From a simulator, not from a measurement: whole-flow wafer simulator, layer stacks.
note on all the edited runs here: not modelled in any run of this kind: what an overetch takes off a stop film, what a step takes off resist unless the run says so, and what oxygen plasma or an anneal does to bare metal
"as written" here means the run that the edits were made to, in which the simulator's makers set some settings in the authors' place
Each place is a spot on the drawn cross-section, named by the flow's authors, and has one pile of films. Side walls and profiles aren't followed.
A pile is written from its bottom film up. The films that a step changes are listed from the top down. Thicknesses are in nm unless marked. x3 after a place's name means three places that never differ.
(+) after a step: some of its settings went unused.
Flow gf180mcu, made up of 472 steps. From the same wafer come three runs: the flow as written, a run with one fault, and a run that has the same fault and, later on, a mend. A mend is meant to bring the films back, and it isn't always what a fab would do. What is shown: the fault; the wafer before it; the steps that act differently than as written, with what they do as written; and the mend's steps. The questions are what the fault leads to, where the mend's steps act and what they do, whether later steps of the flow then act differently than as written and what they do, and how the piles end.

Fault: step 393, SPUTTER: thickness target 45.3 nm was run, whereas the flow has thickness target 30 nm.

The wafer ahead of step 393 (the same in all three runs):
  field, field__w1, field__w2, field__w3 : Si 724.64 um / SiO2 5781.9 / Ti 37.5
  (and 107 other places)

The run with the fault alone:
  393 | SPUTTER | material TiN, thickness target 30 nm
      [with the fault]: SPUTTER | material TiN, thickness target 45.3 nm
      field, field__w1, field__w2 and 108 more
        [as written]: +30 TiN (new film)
        [with the fault]: +45.3 TiN (new film)
  Steps further on in the flow that do not act as written (1 more step, not shown, differs only slightly: by at most 2% or 0.5 nm, whichever is larger):
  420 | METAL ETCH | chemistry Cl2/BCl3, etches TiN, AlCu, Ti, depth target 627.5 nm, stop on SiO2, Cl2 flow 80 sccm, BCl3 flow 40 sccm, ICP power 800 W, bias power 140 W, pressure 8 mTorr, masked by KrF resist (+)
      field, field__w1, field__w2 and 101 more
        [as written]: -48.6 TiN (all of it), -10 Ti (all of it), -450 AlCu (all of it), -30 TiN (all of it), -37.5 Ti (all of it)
        [with the fault]: -48.6 TiN (all of it), -10 Ti (all of it), -450 AlCu (all of it), -45.3 TiN (all of it), -37.5 Ti (all of it)
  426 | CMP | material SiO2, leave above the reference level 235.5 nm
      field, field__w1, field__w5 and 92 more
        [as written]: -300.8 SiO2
        [with the fault]: -285.5 SiO2
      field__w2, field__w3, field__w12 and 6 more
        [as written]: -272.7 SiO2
        [with the fault]: -256.7 SiO2
  By the end, the piles at field__w4, field__w8, contact, m1, m1__w1, mim, mim_1p0, m1_nw depart from the flow's by more than 2% or 0.5 nm, whichever is larger.
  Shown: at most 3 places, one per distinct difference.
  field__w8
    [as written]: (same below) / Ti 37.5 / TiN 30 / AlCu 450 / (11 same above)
    [with the fault]: (same below) / Ti 37.5 / TiN 45.3 / AlCu 450 / (11 same above)
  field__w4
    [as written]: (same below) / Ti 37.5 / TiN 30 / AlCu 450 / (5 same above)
    [with the fault]: (same below) / Ti 37.5 / TiN 45.3 / AlCu 450 / (5 same above)
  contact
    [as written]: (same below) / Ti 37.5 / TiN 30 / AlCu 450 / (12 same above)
    [with the fault]: (same below) / Ti 37.5 / TiN 45.3 / AlCu 450 / (12 same above)

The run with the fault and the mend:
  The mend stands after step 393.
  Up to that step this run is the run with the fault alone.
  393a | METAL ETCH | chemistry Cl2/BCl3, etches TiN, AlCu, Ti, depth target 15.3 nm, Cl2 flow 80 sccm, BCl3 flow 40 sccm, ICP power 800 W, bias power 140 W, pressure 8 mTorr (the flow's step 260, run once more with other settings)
      field, field__w1, field__w2 and 108 more
        -15.3 TiN
  Later steps of the flow that are run all act as written at every place that is followed.
  The piles end the same as the flow's at every place that both follow.
